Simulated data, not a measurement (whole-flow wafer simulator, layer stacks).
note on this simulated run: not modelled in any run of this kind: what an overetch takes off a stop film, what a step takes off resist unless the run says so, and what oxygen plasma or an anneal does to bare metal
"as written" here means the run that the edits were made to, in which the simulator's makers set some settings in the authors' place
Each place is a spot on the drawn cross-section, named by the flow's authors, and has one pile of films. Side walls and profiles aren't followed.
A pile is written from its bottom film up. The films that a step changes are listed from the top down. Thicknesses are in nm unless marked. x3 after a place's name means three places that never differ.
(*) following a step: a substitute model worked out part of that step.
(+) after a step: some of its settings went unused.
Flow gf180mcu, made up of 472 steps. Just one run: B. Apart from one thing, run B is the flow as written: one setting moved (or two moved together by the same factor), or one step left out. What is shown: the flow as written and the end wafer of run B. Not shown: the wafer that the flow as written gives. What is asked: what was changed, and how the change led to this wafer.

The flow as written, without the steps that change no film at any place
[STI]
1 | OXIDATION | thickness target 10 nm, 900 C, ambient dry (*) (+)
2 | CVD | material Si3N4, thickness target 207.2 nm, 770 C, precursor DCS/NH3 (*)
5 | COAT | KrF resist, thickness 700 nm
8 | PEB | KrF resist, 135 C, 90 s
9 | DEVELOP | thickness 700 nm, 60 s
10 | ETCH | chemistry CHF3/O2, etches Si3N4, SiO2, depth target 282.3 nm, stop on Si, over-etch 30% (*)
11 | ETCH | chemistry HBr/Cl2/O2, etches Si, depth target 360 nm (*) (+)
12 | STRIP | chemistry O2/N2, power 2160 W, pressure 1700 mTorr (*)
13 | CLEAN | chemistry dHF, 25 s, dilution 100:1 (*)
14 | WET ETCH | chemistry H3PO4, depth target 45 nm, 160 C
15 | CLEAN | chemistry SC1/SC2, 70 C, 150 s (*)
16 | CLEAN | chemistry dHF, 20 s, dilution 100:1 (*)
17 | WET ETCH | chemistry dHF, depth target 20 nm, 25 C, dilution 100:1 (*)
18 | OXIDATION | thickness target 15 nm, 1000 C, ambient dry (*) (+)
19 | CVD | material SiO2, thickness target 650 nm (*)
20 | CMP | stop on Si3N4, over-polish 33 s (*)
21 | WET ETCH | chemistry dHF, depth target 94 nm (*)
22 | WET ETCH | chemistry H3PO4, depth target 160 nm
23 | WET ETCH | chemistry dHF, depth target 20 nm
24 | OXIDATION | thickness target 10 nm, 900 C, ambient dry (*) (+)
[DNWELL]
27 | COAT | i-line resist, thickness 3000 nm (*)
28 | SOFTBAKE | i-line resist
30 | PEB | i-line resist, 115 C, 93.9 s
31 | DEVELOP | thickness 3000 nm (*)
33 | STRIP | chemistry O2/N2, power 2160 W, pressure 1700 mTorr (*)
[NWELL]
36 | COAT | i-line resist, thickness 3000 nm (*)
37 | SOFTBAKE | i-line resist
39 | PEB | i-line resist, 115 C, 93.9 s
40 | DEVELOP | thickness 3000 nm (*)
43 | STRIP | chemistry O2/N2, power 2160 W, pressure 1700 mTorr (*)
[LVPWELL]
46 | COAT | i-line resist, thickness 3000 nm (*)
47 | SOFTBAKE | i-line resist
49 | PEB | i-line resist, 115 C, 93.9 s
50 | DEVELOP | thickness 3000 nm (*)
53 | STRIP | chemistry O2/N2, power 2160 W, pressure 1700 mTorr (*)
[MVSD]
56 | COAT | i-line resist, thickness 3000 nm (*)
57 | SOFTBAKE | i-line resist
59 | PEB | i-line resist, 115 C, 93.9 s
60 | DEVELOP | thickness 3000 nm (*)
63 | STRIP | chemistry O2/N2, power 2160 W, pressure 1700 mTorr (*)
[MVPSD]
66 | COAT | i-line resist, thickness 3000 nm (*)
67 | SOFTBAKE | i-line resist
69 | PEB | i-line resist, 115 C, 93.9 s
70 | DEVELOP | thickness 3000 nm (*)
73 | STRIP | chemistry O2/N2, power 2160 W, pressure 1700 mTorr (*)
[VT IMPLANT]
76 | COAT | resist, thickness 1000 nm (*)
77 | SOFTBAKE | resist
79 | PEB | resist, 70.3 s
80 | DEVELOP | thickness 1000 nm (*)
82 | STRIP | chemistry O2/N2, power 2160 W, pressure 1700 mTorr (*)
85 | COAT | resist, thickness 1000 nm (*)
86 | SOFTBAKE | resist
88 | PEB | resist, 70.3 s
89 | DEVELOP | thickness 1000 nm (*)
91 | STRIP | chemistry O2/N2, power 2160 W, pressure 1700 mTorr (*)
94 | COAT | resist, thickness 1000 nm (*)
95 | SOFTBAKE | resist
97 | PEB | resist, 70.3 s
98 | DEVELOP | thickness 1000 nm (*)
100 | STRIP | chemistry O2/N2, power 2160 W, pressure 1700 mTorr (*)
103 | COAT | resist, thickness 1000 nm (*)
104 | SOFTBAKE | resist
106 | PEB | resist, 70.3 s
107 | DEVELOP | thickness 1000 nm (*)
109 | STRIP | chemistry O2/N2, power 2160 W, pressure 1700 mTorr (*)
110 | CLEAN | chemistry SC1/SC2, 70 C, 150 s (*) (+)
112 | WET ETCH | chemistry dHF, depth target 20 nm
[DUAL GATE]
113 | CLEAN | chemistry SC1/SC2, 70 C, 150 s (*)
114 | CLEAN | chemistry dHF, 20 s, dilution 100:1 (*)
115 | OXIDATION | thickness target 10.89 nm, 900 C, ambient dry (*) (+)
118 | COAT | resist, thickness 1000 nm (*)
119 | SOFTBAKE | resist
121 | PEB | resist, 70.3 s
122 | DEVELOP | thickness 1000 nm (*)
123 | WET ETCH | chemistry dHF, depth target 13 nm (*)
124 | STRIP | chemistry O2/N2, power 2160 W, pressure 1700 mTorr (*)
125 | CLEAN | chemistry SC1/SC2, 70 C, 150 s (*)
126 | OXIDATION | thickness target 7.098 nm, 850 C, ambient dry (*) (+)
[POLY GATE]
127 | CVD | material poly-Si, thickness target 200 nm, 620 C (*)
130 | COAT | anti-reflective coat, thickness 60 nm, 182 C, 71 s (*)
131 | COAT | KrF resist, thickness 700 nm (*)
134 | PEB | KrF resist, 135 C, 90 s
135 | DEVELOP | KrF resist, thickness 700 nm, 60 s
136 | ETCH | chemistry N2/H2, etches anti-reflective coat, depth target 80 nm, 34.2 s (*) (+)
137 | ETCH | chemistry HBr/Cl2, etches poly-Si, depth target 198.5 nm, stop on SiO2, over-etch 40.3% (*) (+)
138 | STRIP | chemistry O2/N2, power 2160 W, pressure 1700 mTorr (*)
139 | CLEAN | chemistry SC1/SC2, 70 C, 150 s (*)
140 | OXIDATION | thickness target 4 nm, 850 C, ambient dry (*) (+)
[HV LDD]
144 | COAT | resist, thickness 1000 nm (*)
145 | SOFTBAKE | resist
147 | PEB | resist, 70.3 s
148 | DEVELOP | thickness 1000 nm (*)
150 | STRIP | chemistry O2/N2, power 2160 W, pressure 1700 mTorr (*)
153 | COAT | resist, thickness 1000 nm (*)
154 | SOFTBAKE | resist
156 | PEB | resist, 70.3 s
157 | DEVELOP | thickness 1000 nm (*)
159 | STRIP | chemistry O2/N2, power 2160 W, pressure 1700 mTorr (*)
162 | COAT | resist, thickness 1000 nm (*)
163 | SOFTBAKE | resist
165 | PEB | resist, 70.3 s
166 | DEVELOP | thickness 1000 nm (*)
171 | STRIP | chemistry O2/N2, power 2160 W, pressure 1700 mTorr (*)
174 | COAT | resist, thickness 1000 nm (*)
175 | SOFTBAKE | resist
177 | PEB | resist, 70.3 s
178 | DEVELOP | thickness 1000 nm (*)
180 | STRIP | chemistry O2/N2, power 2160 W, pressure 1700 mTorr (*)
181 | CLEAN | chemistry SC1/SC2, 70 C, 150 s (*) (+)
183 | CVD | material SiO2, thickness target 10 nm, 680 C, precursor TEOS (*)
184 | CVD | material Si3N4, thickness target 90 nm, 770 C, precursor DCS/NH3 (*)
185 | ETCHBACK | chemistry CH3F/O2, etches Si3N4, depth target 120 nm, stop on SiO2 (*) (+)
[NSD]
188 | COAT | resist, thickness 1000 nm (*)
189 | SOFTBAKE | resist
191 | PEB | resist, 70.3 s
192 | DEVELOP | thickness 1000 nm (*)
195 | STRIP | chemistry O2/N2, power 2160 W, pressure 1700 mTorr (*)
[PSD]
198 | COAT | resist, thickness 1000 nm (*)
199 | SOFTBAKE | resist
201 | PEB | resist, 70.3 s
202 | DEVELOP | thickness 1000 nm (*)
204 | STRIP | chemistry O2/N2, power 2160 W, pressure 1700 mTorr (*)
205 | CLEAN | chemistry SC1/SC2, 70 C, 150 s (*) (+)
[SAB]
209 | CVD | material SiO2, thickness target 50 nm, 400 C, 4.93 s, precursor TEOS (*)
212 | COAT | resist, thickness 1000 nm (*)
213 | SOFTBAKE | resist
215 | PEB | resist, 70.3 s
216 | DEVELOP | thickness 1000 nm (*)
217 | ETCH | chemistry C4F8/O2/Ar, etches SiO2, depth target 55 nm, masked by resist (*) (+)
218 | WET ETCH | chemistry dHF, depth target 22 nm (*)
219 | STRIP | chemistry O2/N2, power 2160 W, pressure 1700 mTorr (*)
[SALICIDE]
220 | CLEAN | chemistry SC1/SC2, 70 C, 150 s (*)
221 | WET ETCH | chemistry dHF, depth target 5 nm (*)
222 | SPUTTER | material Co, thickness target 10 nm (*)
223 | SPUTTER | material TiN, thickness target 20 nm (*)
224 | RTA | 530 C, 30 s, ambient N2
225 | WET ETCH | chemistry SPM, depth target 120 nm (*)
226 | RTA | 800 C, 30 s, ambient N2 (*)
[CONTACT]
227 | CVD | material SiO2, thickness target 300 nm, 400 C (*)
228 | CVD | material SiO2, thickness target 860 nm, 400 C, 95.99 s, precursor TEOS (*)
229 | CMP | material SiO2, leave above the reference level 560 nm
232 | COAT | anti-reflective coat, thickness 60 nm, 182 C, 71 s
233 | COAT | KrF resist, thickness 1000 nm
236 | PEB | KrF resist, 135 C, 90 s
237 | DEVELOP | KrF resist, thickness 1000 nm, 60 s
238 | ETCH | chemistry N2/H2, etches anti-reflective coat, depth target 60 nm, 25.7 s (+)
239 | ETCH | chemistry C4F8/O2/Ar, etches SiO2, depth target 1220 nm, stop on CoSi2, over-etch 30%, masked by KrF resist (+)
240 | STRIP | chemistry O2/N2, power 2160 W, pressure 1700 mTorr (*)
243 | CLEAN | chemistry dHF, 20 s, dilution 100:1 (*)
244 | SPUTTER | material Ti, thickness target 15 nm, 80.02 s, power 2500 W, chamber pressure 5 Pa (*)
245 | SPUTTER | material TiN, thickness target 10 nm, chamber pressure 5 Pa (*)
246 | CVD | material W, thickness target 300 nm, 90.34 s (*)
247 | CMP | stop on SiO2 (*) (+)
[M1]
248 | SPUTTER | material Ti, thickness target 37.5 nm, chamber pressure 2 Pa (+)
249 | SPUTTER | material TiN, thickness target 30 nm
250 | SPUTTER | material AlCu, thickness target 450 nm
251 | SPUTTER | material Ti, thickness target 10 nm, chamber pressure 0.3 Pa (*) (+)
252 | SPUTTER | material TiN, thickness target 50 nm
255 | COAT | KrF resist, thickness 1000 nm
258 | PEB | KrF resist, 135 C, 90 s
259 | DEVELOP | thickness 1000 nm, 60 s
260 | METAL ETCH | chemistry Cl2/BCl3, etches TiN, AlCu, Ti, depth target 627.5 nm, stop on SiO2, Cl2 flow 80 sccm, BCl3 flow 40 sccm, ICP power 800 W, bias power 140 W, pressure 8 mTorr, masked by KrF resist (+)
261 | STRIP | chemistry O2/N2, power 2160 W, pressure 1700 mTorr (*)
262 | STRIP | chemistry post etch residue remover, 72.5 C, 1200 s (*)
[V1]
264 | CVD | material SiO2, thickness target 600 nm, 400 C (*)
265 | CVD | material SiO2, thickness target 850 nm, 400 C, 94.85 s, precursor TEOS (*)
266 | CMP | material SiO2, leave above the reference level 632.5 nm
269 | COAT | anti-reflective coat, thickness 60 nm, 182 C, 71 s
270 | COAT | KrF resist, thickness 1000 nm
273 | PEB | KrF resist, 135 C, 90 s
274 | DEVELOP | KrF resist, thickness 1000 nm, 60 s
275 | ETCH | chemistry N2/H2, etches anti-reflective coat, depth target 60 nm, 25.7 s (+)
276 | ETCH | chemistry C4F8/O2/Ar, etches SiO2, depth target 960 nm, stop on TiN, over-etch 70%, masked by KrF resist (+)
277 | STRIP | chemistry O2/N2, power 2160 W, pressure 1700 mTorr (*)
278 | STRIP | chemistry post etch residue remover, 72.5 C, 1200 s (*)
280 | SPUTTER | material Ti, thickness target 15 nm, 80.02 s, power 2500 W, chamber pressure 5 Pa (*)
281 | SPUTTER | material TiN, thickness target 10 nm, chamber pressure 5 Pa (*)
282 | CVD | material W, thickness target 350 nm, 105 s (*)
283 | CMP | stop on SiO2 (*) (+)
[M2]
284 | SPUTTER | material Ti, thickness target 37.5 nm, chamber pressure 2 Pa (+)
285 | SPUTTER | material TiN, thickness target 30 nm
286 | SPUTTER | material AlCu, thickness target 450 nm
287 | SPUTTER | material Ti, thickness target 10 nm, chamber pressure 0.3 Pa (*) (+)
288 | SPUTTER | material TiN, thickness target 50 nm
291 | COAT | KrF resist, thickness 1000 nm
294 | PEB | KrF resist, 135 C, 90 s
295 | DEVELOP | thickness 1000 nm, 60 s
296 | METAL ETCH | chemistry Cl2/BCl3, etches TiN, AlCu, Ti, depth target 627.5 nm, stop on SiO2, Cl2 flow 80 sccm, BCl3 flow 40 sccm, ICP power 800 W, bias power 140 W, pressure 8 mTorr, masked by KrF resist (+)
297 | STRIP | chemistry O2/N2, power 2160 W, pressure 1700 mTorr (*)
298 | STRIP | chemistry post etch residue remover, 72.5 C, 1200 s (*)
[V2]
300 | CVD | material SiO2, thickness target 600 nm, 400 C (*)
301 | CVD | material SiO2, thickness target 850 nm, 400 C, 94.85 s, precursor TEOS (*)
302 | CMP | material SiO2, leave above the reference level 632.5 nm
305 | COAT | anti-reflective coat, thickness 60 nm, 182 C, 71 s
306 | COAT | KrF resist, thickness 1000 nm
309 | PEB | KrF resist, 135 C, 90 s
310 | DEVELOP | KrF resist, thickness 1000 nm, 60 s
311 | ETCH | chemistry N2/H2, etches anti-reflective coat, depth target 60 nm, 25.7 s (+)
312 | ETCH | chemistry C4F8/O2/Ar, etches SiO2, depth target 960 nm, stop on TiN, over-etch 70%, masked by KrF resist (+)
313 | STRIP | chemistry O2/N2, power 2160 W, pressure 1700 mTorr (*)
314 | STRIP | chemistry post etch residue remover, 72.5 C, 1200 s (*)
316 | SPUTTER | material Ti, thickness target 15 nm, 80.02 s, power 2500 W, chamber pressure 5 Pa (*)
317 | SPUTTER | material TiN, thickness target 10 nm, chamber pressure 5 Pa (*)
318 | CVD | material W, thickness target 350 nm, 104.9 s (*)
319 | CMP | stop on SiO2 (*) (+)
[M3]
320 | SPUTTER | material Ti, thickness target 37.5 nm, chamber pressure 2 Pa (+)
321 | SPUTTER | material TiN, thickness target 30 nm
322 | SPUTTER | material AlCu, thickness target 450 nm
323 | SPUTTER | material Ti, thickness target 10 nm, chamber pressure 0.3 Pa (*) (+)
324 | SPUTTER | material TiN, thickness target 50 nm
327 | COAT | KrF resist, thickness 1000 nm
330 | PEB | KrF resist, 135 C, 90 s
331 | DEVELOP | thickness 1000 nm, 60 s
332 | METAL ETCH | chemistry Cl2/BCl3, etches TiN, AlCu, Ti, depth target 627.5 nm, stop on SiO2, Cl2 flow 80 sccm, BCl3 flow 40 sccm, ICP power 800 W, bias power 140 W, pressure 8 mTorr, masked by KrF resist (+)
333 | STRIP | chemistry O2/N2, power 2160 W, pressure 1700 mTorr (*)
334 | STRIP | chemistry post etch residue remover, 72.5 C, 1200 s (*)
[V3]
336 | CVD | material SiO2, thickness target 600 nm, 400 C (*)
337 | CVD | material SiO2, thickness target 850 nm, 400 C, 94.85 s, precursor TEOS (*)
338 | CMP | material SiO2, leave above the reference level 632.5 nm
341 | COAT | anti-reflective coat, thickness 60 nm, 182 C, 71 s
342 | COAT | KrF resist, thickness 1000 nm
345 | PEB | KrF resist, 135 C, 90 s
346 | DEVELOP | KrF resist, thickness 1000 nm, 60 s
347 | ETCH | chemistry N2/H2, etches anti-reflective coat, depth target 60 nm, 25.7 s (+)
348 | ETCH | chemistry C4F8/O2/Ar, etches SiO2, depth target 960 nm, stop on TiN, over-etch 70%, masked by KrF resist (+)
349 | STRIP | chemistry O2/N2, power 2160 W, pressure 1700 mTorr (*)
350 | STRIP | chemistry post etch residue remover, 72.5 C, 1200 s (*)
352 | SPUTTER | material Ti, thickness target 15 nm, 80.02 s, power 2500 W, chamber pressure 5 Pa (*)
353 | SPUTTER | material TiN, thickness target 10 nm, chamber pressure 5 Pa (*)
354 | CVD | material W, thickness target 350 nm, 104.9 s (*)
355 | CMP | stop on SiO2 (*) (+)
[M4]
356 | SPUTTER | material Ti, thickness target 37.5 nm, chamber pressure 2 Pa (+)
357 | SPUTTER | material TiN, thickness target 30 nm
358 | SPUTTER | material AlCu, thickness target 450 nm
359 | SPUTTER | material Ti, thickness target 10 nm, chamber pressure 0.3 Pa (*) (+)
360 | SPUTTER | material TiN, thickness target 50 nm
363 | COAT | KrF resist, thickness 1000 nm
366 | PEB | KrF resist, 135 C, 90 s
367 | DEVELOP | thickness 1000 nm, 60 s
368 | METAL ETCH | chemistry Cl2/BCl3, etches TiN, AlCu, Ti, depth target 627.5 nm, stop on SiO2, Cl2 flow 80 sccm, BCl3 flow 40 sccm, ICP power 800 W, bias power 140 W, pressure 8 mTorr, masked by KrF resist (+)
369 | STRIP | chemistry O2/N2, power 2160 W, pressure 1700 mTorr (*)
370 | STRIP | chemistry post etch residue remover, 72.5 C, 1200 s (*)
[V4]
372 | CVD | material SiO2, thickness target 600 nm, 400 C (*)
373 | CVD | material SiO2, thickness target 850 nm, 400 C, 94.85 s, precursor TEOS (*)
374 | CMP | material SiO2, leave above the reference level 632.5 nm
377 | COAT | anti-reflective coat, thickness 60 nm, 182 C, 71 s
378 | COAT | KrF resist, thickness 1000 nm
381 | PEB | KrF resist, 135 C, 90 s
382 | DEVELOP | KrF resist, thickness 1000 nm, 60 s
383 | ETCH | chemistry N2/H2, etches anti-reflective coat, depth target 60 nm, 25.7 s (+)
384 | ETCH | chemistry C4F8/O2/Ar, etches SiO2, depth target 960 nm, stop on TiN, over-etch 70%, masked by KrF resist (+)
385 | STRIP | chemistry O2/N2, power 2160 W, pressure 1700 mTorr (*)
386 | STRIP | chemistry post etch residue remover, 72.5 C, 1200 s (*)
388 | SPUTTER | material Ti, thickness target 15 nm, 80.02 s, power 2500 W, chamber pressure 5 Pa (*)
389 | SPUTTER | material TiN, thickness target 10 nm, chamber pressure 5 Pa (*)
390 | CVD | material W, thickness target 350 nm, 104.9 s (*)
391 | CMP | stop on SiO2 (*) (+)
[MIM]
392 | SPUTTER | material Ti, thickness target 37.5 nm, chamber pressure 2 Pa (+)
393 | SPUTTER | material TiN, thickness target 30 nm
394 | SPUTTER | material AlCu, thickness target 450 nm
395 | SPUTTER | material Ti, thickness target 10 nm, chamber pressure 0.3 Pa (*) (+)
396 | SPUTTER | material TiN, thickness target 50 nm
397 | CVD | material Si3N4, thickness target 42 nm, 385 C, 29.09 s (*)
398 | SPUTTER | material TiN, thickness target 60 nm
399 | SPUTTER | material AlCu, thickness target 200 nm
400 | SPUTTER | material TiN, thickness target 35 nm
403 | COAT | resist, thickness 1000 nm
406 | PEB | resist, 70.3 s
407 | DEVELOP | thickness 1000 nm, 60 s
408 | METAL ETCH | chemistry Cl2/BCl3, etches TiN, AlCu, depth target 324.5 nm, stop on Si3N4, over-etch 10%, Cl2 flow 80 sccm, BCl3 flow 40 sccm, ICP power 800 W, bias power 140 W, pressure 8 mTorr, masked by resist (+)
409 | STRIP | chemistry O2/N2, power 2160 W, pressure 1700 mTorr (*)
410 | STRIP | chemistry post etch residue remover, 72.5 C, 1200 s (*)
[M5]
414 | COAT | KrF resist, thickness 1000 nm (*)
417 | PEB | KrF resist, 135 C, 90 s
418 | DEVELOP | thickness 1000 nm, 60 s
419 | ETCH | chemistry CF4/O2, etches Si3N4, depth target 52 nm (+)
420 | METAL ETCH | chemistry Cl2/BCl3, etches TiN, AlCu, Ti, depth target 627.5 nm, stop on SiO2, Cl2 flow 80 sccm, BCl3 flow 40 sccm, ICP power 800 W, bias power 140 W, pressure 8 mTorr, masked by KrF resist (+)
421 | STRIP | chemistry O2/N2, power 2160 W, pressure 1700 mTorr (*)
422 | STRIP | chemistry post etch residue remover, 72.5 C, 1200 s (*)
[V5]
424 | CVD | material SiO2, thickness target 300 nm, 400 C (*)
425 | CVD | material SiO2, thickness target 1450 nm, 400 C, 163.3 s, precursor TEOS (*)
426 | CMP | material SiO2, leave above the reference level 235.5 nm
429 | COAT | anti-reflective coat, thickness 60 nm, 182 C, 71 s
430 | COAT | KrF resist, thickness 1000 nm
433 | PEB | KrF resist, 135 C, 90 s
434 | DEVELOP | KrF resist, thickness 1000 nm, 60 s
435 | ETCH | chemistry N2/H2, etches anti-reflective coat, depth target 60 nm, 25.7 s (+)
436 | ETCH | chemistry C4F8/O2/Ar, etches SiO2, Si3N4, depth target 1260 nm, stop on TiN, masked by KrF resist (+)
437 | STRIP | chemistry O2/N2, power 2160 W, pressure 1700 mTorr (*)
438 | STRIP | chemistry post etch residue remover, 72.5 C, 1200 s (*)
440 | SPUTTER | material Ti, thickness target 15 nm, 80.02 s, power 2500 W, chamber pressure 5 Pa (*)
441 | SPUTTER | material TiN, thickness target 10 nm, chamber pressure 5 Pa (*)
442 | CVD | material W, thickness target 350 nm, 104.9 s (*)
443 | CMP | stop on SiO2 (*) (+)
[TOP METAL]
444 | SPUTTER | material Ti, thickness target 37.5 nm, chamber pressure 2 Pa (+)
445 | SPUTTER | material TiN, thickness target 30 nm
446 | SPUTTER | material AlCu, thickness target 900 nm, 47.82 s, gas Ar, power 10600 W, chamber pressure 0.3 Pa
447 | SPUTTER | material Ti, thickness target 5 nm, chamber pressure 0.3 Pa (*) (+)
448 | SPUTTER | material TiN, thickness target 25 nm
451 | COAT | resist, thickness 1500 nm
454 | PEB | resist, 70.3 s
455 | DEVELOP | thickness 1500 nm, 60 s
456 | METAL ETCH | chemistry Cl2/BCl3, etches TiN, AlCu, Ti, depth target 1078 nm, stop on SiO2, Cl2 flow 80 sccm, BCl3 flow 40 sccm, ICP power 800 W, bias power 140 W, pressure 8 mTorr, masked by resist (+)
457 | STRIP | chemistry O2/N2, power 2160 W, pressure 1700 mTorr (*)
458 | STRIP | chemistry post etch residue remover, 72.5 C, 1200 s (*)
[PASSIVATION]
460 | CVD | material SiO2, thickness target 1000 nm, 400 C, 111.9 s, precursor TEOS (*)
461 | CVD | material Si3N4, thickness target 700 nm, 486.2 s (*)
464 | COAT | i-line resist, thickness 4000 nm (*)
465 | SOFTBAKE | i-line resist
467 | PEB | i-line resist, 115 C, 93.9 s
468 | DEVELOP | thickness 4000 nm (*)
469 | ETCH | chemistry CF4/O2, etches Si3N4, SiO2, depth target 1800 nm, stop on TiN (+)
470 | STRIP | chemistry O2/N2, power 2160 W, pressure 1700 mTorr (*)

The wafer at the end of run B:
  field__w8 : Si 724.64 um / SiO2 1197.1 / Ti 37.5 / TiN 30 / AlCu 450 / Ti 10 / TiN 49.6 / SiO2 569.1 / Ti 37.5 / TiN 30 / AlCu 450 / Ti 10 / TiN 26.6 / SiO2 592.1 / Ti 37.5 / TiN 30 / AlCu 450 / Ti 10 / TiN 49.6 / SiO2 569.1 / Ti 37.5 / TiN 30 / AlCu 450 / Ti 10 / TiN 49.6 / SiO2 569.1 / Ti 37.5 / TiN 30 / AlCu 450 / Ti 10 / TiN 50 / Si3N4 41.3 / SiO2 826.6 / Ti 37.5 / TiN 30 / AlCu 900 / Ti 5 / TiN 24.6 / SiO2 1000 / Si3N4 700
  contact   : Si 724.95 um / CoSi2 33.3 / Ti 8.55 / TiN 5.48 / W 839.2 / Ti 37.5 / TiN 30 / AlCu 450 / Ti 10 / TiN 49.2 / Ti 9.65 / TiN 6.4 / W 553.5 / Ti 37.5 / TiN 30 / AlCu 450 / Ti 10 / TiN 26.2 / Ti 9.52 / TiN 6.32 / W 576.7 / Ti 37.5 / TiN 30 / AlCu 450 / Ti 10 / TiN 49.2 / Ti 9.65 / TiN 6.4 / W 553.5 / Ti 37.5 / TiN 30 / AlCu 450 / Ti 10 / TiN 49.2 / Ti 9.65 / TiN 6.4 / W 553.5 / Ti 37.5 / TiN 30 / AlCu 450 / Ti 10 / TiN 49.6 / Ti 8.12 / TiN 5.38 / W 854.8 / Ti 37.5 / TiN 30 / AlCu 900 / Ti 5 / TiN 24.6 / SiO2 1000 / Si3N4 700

The reason: step 288, SPUTTER: thickness target 27 nm was run, whereas the flow has thickness target 50 nm.

Step by step, how the change led to this:
  288 | SPUTTER | material TiN, thickness target 50 nm
      field, field__w1, field__w2 and 108 more: TiN gains 27 (new film) (as written it would have been: TiN gains 50 (new film))
  296 | METAL ETCH | chemistry Cl2/BCl3, etches TiN, AlCu, Ti, depth target 627.5 nm, stop on SiO2, Cl2 flow 80 sccm, BCl3 flow 40 sccm, ICP power 800 W, bias power 140 W, pressure 8 mTorr, masked by KrF resist (+)
      field, field__w1, field__w2 and 103 more: TiN loses 27 (all of it), Ti loses 10 (all of it), AlCu loses 450 (all of it), TiN loses 30 (all of it), Ti loses 37.5 (all of it) (as written it would have been: TiN loses 50 (all of it), Ti loses 10 (all of it), AlCu loses 450 (all of it), TiN loses 30 (all of it), Ti loses 37.5 (all of it))
  302 | CMP | material SiO2, leave above the reference level 632.5 nm
      field__w8, contact, m1, m1__w1, m1_nw: SiO2 loses 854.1 (as written it would have been: SiO2 loses 877.1)
  312 | ETCH | chemistry C4F8/O2/Ar, etches SiO2, depth target 960 nm, stop on TiN, over-etch 70%, masked by KrF resist (+)
      contact: SiO2 loses 595.5 (all of it) (as written it would have been: SiO2 loses 572.5 (all of it))
  318 | CVD | material W, thickness target 350 nm, 104.9 s (*)
      contact: W gains 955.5 (new film) (as written it would have been: W gains 932.3 (new film))
